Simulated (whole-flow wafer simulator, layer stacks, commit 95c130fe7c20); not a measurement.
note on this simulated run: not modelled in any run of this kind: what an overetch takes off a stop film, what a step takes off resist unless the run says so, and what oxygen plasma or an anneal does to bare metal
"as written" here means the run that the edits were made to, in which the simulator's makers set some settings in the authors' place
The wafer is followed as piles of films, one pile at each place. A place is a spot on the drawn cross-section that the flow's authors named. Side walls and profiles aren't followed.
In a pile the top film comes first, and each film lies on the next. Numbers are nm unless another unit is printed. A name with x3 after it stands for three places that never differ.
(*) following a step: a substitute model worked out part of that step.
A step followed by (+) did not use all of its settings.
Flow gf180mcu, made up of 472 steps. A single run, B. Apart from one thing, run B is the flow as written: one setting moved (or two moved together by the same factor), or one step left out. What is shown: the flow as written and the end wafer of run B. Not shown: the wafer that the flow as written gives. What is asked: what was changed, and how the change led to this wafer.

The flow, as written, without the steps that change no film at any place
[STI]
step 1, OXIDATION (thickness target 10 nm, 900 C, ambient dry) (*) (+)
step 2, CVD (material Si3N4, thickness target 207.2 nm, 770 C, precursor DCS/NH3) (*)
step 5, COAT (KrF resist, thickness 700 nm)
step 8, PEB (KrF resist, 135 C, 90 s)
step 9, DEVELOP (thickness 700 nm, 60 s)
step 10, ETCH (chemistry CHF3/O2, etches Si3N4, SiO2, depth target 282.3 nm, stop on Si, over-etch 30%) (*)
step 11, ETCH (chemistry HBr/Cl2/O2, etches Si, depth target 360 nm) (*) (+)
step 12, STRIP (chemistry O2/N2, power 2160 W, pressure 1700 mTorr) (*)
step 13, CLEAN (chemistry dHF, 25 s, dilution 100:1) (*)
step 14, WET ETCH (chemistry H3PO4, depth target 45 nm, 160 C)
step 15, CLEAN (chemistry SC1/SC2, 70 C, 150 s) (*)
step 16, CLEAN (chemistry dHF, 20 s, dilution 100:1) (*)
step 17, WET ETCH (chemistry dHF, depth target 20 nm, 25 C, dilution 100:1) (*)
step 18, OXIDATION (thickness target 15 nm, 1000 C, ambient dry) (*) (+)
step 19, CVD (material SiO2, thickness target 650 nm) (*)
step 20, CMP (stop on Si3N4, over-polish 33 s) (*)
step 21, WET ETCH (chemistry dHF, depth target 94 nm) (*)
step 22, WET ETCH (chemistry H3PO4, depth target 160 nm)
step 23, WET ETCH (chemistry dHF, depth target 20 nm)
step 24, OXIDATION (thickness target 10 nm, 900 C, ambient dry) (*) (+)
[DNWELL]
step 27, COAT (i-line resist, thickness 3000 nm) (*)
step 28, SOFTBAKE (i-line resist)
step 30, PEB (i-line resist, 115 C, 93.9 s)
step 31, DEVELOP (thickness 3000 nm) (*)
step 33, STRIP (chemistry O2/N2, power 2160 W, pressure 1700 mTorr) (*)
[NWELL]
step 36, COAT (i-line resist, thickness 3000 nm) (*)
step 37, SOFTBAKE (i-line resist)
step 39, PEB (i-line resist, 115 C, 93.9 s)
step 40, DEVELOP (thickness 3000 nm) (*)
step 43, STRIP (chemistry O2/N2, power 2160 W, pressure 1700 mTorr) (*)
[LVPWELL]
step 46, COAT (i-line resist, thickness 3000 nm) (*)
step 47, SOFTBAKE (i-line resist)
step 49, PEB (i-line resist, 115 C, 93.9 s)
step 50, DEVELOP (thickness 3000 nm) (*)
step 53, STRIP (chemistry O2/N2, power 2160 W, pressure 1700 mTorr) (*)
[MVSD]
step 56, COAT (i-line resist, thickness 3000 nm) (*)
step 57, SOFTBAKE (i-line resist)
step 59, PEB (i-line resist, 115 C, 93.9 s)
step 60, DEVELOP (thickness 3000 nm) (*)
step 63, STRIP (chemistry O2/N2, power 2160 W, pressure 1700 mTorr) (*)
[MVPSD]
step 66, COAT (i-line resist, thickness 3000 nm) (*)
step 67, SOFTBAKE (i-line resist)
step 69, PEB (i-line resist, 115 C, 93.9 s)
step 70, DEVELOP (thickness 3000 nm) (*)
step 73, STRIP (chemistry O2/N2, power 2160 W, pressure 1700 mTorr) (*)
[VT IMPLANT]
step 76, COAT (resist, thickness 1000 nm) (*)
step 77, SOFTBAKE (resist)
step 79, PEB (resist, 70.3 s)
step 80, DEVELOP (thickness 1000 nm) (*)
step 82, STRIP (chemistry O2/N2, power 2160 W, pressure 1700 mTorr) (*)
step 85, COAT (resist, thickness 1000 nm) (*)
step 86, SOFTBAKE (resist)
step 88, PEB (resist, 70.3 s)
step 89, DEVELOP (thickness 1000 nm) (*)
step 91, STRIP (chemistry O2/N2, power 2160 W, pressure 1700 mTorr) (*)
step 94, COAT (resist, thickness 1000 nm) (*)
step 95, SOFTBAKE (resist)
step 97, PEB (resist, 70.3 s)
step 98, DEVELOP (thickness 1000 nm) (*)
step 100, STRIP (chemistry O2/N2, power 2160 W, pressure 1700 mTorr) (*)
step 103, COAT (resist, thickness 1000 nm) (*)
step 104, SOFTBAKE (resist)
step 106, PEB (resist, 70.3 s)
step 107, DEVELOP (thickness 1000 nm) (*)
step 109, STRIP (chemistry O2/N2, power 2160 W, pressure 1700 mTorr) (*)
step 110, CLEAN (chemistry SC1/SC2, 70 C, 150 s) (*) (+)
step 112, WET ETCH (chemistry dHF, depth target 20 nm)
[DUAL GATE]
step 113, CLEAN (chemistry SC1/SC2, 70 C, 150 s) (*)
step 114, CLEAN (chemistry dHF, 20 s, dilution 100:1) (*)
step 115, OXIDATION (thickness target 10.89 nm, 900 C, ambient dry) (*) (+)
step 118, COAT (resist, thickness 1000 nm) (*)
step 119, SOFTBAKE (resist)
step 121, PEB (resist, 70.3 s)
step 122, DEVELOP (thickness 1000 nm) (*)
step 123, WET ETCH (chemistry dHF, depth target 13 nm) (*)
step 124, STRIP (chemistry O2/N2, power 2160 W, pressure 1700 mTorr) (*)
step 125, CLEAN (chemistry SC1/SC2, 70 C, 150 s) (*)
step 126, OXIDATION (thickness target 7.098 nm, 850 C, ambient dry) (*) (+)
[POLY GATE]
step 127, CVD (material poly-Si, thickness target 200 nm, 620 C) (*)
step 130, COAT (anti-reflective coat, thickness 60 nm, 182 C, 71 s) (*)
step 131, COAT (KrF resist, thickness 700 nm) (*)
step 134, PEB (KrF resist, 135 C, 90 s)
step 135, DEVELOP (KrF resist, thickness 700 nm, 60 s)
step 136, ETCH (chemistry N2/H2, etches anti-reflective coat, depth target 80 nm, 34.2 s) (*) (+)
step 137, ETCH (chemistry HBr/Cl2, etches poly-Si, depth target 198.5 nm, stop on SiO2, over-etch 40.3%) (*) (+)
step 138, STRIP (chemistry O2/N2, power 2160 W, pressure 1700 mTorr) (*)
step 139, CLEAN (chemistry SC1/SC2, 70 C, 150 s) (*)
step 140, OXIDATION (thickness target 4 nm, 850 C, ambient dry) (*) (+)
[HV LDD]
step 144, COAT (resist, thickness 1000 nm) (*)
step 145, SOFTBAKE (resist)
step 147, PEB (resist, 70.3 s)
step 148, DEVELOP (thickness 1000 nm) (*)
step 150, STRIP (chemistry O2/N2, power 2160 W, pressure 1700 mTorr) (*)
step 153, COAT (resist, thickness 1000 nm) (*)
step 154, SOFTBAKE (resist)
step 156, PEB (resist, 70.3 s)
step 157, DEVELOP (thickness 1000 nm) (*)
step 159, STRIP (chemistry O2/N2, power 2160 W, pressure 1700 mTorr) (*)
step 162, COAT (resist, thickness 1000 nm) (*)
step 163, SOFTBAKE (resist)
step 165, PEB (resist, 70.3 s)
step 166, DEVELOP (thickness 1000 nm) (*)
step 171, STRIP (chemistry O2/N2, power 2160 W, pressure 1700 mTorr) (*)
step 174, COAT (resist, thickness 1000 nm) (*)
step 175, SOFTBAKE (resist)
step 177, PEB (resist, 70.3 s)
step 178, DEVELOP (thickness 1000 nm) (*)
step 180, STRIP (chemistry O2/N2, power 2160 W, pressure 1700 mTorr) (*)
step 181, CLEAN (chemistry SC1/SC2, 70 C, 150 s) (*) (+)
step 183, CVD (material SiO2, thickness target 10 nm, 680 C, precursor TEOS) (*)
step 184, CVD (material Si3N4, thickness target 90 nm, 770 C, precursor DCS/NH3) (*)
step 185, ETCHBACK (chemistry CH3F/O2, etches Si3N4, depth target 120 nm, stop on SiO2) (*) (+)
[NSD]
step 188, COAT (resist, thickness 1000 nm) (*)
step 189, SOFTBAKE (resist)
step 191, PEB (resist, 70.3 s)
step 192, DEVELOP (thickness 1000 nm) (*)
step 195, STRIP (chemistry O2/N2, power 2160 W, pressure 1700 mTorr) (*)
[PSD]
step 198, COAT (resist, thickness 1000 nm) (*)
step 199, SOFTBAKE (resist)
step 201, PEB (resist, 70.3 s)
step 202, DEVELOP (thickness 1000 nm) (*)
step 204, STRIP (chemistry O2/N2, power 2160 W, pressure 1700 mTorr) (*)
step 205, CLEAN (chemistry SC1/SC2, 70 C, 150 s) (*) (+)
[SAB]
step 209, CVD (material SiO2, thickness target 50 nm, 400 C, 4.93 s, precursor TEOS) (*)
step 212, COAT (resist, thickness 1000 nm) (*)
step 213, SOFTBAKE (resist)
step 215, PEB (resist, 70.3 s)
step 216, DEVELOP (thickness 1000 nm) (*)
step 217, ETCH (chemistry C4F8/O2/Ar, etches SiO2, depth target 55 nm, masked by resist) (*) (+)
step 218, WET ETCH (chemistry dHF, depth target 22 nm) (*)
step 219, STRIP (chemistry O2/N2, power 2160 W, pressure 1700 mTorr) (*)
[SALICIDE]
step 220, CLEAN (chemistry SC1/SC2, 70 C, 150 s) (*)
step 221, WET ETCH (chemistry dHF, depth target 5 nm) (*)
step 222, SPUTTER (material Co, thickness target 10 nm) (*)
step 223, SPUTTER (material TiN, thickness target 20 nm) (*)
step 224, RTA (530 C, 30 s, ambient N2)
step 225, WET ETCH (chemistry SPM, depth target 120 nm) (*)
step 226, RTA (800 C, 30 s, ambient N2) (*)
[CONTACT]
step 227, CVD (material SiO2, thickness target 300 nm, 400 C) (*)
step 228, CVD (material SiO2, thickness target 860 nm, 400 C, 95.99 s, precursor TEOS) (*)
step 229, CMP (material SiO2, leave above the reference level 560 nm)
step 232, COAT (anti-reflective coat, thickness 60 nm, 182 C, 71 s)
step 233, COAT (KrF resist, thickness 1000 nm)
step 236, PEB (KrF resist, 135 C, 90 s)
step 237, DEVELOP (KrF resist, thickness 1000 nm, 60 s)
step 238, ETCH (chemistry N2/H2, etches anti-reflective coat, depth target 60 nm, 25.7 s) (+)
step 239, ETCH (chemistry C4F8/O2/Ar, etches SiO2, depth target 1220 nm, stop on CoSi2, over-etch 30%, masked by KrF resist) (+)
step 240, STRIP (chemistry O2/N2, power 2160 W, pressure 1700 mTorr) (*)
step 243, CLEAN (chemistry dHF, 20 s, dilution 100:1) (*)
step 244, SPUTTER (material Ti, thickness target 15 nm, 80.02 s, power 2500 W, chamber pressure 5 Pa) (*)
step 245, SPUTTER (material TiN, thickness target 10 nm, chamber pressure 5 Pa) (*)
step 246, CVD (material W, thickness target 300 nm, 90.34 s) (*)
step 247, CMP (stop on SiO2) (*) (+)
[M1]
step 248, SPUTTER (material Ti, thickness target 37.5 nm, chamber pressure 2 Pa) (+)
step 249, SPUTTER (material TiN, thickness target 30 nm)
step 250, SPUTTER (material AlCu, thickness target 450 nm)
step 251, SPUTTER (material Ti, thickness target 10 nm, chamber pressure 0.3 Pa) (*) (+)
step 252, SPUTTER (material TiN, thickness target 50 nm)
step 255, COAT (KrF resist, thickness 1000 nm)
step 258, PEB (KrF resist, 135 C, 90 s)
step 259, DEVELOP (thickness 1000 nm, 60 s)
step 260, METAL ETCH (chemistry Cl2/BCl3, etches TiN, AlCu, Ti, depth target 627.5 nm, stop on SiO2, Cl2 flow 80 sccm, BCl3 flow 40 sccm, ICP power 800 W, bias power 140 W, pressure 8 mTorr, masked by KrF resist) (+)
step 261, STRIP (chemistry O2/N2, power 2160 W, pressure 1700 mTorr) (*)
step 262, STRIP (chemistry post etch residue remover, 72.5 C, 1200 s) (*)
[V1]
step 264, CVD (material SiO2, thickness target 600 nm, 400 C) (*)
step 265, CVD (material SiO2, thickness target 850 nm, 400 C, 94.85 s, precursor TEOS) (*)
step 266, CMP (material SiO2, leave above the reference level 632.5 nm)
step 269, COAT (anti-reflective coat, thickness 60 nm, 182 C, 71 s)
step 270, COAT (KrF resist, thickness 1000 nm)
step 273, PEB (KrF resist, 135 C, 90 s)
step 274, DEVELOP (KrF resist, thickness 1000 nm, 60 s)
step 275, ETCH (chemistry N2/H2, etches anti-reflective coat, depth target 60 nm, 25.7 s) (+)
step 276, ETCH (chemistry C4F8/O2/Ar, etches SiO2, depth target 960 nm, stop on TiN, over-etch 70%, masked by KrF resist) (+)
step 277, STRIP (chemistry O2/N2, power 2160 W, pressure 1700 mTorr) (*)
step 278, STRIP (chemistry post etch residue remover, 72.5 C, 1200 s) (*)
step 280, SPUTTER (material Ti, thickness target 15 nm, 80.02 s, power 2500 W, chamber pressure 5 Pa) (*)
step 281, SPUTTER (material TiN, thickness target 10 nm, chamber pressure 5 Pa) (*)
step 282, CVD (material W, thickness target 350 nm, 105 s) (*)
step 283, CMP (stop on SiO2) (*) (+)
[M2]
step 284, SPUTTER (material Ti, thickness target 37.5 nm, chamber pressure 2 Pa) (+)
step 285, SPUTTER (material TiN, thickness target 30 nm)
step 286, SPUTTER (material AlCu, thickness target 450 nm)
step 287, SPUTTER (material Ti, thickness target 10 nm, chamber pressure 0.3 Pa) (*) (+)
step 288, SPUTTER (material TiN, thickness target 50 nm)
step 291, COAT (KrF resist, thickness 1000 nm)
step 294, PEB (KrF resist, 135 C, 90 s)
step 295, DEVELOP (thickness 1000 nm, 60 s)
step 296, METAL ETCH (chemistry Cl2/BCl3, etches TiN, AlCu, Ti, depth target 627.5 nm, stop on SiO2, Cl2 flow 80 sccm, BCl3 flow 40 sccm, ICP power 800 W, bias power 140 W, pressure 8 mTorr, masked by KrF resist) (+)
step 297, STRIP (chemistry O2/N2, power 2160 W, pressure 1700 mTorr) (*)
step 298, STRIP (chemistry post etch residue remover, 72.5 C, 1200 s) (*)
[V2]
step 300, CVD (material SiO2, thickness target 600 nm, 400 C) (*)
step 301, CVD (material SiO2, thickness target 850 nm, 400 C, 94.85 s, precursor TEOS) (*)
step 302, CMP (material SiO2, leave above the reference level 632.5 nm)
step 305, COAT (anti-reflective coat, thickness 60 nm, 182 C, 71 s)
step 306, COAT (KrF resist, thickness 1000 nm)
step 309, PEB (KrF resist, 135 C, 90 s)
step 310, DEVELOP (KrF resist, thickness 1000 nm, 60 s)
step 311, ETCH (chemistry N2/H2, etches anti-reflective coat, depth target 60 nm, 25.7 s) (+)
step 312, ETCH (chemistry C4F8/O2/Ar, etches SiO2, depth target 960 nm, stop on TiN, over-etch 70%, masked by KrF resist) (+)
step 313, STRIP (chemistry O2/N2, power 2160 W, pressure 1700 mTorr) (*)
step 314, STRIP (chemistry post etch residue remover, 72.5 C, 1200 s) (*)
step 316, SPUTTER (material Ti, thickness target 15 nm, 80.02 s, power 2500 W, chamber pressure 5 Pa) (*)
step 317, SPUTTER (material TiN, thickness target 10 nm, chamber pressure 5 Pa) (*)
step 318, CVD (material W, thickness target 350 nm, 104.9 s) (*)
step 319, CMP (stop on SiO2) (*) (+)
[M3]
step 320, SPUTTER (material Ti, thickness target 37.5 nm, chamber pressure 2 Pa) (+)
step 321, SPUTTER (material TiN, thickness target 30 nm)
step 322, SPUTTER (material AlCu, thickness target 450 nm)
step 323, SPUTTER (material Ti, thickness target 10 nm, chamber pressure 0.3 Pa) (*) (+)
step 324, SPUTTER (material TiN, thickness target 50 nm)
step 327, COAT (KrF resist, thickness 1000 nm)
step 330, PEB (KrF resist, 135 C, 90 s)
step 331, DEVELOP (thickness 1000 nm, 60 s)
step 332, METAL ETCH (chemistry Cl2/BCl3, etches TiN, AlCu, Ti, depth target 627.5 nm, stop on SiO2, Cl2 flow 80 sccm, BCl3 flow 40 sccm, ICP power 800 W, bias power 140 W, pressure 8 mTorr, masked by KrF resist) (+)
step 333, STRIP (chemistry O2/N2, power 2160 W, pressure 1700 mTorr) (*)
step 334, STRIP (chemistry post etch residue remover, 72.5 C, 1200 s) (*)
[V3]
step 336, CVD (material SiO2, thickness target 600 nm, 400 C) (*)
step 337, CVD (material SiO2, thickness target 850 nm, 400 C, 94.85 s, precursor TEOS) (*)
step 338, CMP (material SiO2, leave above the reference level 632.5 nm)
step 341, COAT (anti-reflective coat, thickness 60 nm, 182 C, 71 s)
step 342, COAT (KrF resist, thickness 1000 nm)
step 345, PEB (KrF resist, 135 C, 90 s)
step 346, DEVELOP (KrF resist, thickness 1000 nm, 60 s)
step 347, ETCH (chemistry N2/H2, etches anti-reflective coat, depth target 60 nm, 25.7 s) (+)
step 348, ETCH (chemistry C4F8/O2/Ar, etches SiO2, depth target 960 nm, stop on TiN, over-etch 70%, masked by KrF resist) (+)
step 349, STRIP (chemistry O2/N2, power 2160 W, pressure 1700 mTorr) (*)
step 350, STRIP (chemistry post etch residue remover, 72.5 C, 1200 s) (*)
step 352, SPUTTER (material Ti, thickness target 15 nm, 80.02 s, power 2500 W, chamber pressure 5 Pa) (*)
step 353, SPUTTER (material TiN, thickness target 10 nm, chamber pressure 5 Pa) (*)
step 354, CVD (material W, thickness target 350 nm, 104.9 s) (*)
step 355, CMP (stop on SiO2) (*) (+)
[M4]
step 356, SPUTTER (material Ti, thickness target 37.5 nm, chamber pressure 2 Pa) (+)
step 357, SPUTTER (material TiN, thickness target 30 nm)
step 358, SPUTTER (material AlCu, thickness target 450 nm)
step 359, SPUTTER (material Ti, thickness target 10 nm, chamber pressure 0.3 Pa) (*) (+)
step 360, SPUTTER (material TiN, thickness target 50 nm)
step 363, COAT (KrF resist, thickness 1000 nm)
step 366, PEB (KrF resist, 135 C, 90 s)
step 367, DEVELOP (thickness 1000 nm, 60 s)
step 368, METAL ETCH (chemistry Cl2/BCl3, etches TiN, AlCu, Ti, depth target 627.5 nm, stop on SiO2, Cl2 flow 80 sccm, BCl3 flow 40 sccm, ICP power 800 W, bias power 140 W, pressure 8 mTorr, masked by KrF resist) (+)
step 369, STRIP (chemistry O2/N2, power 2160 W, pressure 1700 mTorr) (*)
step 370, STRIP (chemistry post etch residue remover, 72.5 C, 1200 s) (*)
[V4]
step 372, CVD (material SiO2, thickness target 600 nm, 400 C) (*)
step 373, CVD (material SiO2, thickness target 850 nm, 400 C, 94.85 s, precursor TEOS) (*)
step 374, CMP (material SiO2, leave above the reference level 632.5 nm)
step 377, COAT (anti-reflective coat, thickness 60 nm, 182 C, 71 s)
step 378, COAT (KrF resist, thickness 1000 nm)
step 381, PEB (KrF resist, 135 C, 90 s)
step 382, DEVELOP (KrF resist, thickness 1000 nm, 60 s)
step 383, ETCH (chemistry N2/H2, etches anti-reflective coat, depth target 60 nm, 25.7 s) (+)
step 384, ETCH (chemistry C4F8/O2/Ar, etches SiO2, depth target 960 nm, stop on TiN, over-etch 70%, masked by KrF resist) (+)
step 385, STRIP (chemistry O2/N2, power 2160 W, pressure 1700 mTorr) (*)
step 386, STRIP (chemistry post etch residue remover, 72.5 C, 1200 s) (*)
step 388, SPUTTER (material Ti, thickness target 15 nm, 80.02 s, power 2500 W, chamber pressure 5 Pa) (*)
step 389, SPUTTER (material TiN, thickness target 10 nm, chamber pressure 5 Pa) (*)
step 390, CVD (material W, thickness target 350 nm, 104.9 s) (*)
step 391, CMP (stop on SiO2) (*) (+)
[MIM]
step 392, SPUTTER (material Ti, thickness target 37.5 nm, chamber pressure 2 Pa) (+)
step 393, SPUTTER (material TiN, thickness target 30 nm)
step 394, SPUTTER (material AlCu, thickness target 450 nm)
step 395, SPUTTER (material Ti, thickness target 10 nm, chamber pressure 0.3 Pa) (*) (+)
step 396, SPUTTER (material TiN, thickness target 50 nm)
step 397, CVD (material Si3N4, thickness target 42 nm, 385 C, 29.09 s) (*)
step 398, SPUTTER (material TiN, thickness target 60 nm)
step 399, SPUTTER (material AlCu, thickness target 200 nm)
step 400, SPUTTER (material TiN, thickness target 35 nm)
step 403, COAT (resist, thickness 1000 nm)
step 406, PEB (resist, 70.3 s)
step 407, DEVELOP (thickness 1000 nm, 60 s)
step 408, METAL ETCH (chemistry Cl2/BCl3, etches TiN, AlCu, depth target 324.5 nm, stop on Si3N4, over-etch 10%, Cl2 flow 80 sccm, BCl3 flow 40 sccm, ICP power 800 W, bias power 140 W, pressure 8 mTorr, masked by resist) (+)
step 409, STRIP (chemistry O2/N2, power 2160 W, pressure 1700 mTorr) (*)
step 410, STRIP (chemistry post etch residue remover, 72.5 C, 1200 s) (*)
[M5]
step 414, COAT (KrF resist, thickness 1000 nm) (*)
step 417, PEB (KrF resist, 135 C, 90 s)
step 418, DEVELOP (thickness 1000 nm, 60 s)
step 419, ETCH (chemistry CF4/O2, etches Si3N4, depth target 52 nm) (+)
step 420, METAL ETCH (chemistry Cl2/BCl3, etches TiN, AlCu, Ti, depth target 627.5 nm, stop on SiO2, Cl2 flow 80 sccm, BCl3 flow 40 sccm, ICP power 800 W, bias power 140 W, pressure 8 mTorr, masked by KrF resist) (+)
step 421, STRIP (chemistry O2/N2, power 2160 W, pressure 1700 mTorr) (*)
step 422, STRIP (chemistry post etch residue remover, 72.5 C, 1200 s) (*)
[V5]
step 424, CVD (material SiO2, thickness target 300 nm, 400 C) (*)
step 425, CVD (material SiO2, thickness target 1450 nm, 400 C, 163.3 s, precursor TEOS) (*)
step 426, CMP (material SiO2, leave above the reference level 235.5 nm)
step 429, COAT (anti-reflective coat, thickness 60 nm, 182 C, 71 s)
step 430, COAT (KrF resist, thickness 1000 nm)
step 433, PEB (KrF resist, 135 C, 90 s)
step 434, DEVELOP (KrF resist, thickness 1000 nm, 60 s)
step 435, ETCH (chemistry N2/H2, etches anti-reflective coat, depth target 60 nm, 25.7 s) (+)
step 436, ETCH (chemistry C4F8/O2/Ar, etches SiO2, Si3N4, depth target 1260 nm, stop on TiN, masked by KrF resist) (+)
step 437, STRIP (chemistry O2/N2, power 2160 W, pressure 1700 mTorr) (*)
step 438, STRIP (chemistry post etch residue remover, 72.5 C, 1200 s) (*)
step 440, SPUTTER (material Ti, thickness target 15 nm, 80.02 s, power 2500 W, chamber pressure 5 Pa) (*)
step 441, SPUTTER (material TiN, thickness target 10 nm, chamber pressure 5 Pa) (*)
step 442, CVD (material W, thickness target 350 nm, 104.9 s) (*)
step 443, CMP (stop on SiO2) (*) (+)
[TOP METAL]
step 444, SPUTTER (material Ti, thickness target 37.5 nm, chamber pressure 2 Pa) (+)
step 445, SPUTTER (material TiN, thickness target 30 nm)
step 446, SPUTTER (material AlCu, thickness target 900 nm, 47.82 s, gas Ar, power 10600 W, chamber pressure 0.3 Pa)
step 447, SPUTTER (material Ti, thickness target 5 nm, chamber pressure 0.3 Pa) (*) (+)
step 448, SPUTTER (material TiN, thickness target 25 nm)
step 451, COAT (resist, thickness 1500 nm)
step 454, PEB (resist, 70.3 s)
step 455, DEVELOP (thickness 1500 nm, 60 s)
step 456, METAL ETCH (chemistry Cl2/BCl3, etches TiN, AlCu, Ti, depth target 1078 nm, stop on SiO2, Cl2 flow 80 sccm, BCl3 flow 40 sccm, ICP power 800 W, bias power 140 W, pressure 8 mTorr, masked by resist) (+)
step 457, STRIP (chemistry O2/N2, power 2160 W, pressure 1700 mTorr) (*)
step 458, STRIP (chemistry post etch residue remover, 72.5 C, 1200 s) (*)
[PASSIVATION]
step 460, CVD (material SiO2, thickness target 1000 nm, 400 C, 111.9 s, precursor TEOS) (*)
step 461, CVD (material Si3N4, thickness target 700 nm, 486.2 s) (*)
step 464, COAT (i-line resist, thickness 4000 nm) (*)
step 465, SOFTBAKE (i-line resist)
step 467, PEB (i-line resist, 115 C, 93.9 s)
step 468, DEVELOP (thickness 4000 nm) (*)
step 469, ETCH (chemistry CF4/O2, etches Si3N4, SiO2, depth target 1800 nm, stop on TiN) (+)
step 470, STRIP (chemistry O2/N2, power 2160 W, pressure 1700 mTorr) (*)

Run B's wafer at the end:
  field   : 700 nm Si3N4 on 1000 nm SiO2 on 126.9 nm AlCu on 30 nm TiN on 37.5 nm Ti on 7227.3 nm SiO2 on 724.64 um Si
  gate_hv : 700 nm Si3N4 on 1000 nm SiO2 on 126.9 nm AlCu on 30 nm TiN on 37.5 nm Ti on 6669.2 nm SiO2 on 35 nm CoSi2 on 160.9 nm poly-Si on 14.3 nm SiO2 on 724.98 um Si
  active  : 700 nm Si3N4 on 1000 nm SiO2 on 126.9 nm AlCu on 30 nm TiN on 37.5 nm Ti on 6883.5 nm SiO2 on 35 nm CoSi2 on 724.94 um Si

The reason: step 456, METAL ETCH: depth target 797.4 nm was run, though the flow has depth target 1078 nm.

The path from the change to this, step by step:
  step 456, METAL ETCH (chemistry Cl2/BCl3, etches TiN, AlCu, Ti, depth target 1078 nm, stop on SiO2, Cl2 flow 80 sccm, BCl3 flow 40 sccm, ICP power 800 W, bias power 140 W, pressure 8 mTorr, masked by resist) (+)
      field, field__w1, field__w2 and 103 more: TiN loses 25 (all of it), Ti loses 5 (all of it), AlCu loses 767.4 (in the flow as written it would be: TiN loses 25 (all of it), Ti loses 5 (all of it), AlCu loses 900 (all of it), TiN loses 30 (all of it), Ti loses 37.5 (all of it))
      field__w8, contact, m1, m1__w1, pad, m1_nw: resist loses 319 (in the flow as written it would be: resist loses 431)
  step 457, STRIP (chemistry O2/N2, power 2160 W, pressure 1700 mTorr) (*)
      field__w8, contact, m1, m1__w1, pad, m1_nw: resist loses 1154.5 (all of it) (in the flow as written it would be: resist loses 1042.5 (all of it))
  step 458, STRIP (chemistry post etch residue remover, 72.5 C, 1200 s) (*)
      field, field__w1, field__w2 and 103 more: AlCu loses 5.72 (in the flow as written it would be: nothing)
  step 460, CVD (material SiO2, thickness target 1000 nm, 400 C, 111.9 s, precursor TEOS) (*)
      field, field__w1, field__w2 and 103 more: SiO2 gains 1000 (new film) (in the flow as written it would be: SiO2 gains 1000)
  step 464, COAT (i-line resist, thickness 4000 nm) (*)
      field__w8: i-line resist gains 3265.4 (new film) (in the flow as written it would be: i-line resist gains 3093.1 (new film))
      contact: i-line resist gains 3307.8 (new film) (in the flow as written it would be: i-line resist gains 3153.6 (new film))
      (as well as at 4 more places)
  step 465, SOFTBAKE (i-line resist)
      gate: nothing (in the flow as written it would be: i-line resist gains 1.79)
      field__w11, field__w13: i-line resist gains 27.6 (in the flow as written it would be: i-line resist gains 37.6)
      (as well as at 66 more places)
  step 467, PEB (i-line resist, 115 C, 93.9 s)
      field__w8, m1__w1: i-line resist loses 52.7 (in the flow as written it would be: i-line resist loses 49.2)
      contact, m1: i-line resist loses 53 (in the flow as written it would be: i-line resist loses 49.6)
      (as well as at 2 more places)
  step 468, DEVELOP (thickness 4000 nm) (*)
      pad: i-line resist loses 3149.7 (all of it) (in the flow as written it would be: i-line resist loses 2960.4 (all of it))
  step 470, STRIP (chemistry O2/N2, power 2160 W, pressure 1700 mTorr) (*)
      field__w8: i-line resist loses 1962.2 (all of it) (in the flow as written it would be: i-line resist loses 1775.9 (all of it))
      contact: i-line resist loses 1978.1 (all of it) (in the flow as written it would be: i-line resist loses 1798.3 (all of it))
      (as well as at 3 more places)
Taking metal films that touch as one body, field has 1 body; the flow as written gives 0 bodies.
Taking metal films that touch as one body, gate_hv has 2 bodies (between them, from the top down: SiO2 6669.2); the flow as written gives 1 body.
Taking metal films that touch as one body, active has 2 bodies (between them, from the top down: SiO2 6883.5); the flow as written gives 1 body.
